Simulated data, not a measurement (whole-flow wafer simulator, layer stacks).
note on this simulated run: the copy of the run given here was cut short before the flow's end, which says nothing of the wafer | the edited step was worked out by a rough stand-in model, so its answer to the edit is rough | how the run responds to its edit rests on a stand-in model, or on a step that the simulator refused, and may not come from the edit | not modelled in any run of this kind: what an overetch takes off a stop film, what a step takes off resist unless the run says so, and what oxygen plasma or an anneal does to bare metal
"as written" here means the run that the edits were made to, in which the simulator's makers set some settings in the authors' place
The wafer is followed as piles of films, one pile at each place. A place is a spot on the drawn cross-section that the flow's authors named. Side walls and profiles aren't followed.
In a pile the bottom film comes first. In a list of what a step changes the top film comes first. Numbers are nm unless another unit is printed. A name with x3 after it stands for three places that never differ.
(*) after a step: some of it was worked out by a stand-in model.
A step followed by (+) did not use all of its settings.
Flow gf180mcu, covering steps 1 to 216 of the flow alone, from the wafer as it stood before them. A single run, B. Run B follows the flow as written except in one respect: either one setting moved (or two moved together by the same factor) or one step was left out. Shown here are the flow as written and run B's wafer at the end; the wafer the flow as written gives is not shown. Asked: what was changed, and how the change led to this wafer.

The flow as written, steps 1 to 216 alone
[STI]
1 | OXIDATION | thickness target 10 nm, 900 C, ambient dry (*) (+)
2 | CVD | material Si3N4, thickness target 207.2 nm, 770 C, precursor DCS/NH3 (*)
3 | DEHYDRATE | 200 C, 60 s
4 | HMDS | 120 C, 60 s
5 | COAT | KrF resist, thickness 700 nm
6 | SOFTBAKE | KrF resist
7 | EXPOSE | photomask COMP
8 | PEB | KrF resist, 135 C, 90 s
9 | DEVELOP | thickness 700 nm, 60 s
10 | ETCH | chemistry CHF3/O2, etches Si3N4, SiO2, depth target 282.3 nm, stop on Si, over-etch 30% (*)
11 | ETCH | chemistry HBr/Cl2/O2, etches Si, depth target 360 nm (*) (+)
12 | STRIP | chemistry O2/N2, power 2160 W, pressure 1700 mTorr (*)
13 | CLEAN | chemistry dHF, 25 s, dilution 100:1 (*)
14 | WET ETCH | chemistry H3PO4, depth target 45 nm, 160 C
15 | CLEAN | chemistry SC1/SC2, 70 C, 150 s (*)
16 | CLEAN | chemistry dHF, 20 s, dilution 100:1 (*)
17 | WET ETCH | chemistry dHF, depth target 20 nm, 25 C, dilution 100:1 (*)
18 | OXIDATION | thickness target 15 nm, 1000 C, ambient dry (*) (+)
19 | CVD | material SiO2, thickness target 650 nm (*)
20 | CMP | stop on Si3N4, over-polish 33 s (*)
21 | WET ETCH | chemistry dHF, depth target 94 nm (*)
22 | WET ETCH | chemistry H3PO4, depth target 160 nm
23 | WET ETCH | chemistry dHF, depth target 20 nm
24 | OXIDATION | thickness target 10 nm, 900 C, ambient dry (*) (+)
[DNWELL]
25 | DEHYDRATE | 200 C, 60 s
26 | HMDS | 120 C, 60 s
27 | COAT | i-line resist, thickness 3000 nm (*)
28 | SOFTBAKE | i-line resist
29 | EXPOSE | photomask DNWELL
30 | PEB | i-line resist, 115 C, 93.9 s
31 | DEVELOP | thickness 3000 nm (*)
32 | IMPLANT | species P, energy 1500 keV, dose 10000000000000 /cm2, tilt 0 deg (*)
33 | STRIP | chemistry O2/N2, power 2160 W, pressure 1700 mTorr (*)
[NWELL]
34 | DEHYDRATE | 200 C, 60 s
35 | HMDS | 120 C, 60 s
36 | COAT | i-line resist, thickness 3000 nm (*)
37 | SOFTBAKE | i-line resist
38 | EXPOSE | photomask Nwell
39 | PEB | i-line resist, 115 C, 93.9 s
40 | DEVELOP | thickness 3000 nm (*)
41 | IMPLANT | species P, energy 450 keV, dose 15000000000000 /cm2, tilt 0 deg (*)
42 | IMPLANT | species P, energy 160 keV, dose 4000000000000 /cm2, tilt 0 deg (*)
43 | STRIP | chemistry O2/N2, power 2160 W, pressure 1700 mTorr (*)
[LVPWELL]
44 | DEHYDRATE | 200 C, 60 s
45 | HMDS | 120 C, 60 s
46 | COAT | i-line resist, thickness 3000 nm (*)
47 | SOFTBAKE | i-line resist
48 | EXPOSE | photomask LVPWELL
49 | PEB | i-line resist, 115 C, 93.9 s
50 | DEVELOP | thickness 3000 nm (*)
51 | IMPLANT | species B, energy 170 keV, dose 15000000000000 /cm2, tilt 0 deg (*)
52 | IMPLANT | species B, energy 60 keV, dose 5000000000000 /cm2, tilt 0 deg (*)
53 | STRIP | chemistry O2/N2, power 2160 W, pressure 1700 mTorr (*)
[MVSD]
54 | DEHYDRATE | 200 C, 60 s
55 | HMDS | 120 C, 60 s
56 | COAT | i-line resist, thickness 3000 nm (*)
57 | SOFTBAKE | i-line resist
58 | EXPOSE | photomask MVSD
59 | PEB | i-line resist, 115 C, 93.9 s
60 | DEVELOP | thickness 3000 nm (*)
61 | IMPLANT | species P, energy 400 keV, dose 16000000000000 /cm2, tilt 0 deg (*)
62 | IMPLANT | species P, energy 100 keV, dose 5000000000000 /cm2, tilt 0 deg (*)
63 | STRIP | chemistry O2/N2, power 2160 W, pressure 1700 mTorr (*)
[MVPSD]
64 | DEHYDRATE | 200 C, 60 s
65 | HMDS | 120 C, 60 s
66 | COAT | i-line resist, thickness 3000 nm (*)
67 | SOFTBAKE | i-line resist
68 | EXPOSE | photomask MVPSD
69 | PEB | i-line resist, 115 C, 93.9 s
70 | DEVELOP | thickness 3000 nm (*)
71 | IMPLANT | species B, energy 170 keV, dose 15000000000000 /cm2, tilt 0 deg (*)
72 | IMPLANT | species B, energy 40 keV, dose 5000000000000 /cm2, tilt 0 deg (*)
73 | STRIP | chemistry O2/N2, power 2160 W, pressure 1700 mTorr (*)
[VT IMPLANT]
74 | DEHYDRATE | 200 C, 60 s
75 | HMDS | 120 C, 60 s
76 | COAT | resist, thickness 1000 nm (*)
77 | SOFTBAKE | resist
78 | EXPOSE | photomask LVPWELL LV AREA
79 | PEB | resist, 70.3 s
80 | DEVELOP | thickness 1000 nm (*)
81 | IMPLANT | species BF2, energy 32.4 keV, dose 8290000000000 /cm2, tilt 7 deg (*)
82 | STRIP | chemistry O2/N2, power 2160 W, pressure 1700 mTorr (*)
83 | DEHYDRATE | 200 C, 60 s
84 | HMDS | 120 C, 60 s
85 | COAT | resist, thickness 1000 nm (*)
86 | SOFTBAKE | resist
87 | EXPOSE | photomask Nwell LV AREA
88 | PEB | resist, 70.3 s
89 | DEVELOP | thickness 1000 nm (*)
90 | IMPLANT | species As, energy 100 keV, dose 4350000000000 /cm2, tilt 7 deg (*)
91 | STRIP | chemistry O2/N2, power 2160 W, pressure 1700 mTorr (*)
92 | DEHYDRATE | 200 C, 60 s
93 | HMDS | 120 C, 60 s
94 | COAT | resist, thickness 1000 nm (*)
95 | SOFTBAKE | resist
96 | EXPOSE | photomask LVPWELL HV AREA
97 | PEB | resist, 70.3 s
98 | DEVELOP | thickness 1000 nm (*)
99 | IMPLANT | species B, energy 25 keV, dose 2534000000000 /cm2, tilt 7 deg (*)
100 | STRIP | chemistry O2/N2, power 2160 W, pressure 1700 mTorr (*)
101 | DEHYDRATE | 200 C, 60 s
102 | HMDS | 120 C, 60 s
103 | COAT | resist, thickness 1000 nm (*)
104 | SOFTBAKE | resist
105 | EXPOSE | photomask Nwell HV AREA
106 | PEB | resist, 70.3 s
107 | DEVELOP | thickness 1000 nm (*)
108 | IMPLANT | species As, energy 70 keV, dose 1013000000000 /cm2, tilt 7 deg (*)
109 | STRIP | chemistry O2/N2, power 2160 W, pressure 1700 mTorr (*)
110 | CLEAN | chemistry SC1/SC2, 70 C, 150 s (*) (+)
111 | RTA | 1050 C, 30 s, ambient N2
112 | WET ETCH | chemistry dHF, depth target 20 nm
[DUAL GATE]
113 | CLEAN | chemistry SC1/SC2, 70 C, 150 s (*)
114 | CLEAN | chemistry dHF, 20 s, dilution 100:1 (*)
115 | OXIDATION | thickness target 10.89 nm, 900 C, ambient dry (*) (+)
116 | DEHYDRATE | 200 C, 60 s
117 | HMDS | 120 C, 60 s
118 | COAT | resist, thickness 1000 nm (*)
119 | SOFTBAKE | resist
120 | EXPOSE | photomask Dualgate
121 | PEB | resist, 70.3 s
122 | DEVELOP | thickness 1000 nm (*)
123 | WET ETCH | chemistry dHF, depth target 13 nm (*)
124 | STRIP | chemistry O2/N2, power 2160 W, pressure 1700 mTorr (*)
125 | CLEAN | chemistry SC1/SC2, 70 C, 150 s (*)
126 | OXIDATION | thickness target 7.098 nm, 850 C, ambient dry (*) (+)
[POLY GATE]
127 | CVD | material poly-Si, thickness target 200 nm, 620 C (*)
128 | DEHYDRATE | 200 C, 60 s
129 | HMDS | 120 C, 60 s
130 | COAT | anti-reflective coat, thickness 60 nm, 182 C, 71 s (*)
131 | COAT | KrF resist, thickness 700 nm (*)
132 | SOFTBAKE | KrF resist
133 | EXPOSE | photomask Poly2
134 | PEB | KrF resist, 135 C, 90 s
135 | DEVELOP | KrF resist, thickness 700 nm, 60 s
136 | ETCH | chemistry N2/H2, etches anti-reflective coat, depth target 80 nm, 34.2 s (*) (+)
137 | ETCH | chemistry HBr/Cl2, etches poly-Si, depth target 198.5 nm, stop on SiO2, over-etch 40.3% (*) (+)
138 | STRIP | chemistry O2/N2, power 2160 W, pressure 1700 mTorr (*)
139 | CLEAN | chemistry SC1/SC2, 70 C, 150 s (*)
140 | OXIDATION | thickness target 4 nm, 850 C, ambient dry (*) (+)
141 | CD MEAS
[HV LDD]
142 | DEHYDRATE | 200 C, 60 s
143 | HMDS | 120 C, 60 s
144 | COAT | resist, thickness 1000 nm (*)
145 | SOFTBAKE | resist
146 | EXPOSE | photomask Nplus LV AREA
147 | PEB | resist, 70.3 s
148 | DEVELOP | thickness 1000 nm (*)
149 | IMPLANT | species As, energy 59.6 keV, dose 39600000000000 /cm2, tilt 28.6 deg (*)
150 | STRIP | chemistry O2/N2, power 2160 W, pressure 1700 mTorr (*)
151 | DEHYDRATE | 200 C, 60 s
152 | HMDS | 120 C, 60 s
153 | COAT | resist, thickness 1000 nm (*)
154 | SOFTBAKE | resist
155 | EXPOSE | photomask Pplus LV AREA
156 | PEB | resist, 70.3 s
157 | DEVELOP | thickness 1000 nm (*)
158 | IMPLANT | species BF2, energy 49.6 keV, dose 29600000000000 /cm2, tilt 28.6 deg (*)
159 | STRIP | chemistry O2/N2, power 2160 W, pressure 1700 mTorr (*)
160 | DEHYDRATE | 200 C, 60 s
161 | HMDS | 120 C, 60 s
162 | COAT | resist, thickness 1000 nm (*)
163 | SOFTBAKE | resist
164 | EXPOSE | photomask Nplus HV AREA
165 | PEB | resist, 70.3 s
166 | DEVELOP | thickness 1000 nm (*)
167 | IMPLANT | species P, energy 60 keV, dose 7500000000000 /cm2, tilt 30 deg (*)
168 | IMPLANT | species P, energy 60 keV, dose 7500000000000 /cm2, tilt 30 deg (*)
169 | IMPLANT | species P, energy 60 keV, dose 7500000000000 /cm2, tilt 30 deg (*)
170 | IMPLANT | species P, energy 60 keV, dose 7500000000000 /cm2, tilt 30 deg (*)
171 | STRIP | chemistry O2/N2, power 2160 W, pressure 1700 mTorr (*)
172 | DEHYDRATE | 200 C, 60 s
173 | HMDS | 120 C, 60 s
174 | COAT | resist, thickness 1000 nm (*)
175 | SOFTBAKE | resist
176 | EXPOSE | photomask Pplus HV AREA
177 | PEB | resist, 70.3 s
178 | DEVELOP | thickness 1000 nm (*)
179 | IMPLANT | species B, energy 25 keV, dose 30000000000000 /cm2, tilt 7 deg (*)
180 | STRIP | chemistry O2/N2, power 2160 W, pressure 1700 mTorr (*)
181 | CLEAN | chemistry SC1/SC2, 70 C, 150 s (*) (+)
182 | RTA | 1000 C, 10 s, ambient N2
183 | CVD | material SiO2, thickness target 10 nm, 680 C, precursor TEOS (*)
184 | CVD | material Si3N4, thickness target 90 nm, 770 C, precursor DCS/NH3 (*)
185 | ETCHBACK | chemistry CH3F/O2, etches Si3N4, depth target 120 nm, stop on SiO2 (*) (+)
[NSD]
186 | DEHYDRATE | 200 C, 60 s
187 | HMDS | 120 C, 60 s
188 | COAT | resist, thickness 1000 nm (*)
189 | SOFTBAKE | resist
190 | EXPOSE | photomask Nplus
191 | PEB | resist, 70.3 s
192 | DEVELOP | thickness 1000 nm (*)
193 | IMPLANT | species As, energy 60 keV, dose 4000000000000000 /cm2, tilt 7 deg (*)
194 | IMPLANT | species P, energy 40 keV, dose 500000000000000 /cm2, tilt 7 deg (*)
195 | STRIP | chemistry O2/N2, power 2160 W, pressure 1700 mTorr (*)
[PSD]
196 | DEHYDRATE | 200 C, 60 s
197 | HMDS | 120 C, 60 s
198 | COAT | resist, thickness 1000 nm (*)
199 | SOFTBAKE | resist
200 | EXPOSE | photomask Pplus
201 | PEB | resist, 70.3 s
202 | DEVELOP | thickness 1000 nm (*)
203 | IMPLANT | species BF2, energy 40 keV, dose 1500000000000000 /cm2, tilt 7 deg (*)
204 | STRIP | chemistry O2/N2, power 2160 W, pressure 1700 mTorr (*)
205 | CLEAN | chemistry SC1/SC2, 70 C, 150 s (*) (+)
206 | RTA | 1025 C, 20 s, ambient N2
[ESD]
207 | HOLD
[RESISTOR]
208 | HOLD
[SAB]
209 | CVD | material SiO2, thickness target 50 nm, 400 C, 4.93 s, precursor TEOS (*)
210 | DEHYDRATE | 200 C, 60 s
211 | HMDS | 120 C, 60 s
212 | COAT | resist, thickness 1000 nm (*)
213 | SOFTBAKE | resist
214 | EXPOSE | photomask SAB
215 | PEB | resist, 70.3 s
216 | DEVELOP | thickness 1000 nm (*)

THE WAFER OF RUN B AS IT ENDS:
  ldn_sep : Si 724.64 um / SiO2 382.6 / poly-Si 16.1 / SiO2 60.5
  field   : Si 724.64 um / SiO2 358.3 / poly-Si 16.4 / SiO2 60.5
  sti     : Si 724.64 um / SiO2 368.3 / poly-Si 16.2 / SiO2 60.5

What caused this: step 127, CVD: thickness target 298 nm was run, though the flow has thickness target 200 nm.

Step by step, how the change led to this:
  127 | CVD | material poly-Si, thickness target 200 nm, 620 C (*)
      field, field__w1, field__w2 and 89 more: poly-Si gains 298 (new film) (it would be, as written: poly-Si gains 200 (new film))
  137 | ETCH | chemistry HBr/Cl2, etches poly-Si, depth target 198.5 nm, stop on SiO2, over-etch 40.3% (*) (+)
      field__w3, field__w12, field_sub and 14 more: poly-Si loses 278.5 (it would be, as written: poly-Si loses 199 (all of it), SiO2 loses 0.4)
      field__w6, sti, m1 and 11 more: poly-Si loses 278.5 (it would be, as written: poly-Si loses 198.8 (all of it), SiO2 loses 0.4)
      (and at 33 other places as well)
  138 | STRIP | chemistry O2/N2, power 2160 W, pressure 1700 mTorr (*)
      field, field__w1, field__w2 and 61 more: chemical SiO2 gains 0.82 (new film), poly-Si loses 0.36 (it would be, as written: nothing)
  139 | CLEAN | chemistry SC1/SC2, 70 C, 150 s (*)
      field, field__w1, field__w2 and 34 more: chemical SiO2 loses 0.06, poly-Si loses 0.27 (it would be, as written: SiO2 loses 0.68)
  140 | OXIDATION | thickness target 4 nm, 850 C, ambient dry (*) (+)
      field, field__w1, field__w2 and 21 more: SiO2 gains 4 (new film), chemical SiO2 loses 0.76 (all of it), poly-Si loses 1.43 (it would be, as written: SiO2 gains 0.15, Si loses 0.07)
      active_hv, active_nat, ld_sd_n and 11 more: SiO2 gains 4 (new film), chemical SiO2 loses 0.76 (all of it), poly-Si loses 1.43 (it would be, as written: SiO2 gains 0.96, Si loses 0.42)
      (and at 26 other places as well)
  144 | COAT | resist, thickness 1000 nm (*)
      polyc_n, polyc_p: resist gains 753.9 (new film) (it would be, as written: resist gains 817.8 (new film))
      field_sub__w4: resist gains 1070.5 (new film) (it would be, as written: resist gains 1047.7 (new film))
      (and at 30 other places as well)
  145 | SOFTBAKE | resist
      active_hv: resist loses 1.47 (it would be, as written: resist gains 0.44)
      nw_enc_fld_lv__w3: resist loses 1.65 (it would be, as written: resist gains 2.63)
      (and at 73 other places as well)
  147 | PEB | resist, 70.3 s
      polyc_n, polyc_n_rim, polyc_p, polyc_p_rim: resist loses 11 (it would be, as written: resist loses 12.2)
      ldn_ch, ldn_acc, ldp_ch, ldp_acc: resist loses 11.9 (it would be, as written: resist loses 13)
      (and at 27 other places as well)
  148 | DEVELOP | thickness 1000 nm (*)
      gate: resist loses 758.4 (all of it) (it would be, as written: resist loses 822.7 (all of it))
      npoly_u: resist loses 759.2 (all of it) (it would be, as written: resist loses 821.5 (all of it))
      (and at 3 other places as well)
  150 | STRIP | chemistry O2/N2, power 2160 W, pressure 1700 mTorr (*)
      field_sub__w4: resist loses 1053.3 (all of it) (it would be, as written: resist loses 1030.9 (all of it))
      gate_hv: resist loses 763.6 (all of it) (it would be, as written: resist loses 824.2 (all of it))
      (and at 25 other places as well)
  153 | COAT | resist, thickness 1000 nm (*)
      polyc_n, polyc_p: resist gains 753.9 (new film) (it would be, as written: resist gains 817.8 (new film))
      field_sub__w4: resist gains 1070.5 (new film) (it would be, as written: resist gains 1047.7 (new film))
      (and at 30 other places as well)
  154 | SOFTBAKE | resist
      active_hv: resist loses 1.47 (it would be, as written: resist gains 0.44)
      nw_enc_fld_lv__w3: resist loses 1.65 (it would be, as written: resist gains 2.63)
      (and at 73 other places as well)
  156 | PEB | resist, 70.3 s
      polyc_n, polyc_n_rim, polyc_p, polyc_p_rim: resist loses 11 (it would be, as written: resist loses 12.2)
      ldn_ch, ldn_acc, ldp_ch, ldp_acc: resist loses 11.9 (it would be, as written: resist loses 13)
      (and at 27 other places as well)
  157 | DEVELOP | thickness 1000 nm (*)
      gate_p: resist loses 765.8 (all of it) (it would be, as written: resist loses 828.7 (all of it))
      ppoly_u: resist loses 767 (all of it) (it would be, as written: resist loses 827 (all of it))
      (and at 3 other places as well)
  159 | STRIP | chemistry O2/N2, power 2160 W, pressure 1700 mTorr (*)
      field_sub__w4: resist loses 1053.3 (all of it) (it would be, as written: resist loses 1030.9 (all of it))
      gate: resist loses 758.4 (all of it) (it would be, as written: resist loses 822.7 (all of it))
      (and at 25 other places as well)
  162 | COAT | resist, thickness 1000 nm (*)
      polyc_n, polyc_p: resist gains 753.9 (new film) (it would be, as written: resist gains 817.8 (new film))
      field_sub__w4: resist gains 1070.5 (new film) (it would be, as written: resist gains 1047.7 (new film))
      (and at 30 other places as well)
  ... 23 other steps ...
  216 | DEVELOP | thickness 1000 nm (*)
      field__w3, field__w12: resist loses 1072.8 (all of it) (it would be, as written: resist loses 1049.4 (all of it))
      field__w2: resist loses 1059 (all of it) (it would be, as written: resist loses 1035.2 (all of it))
      (and at 43 other places as well)
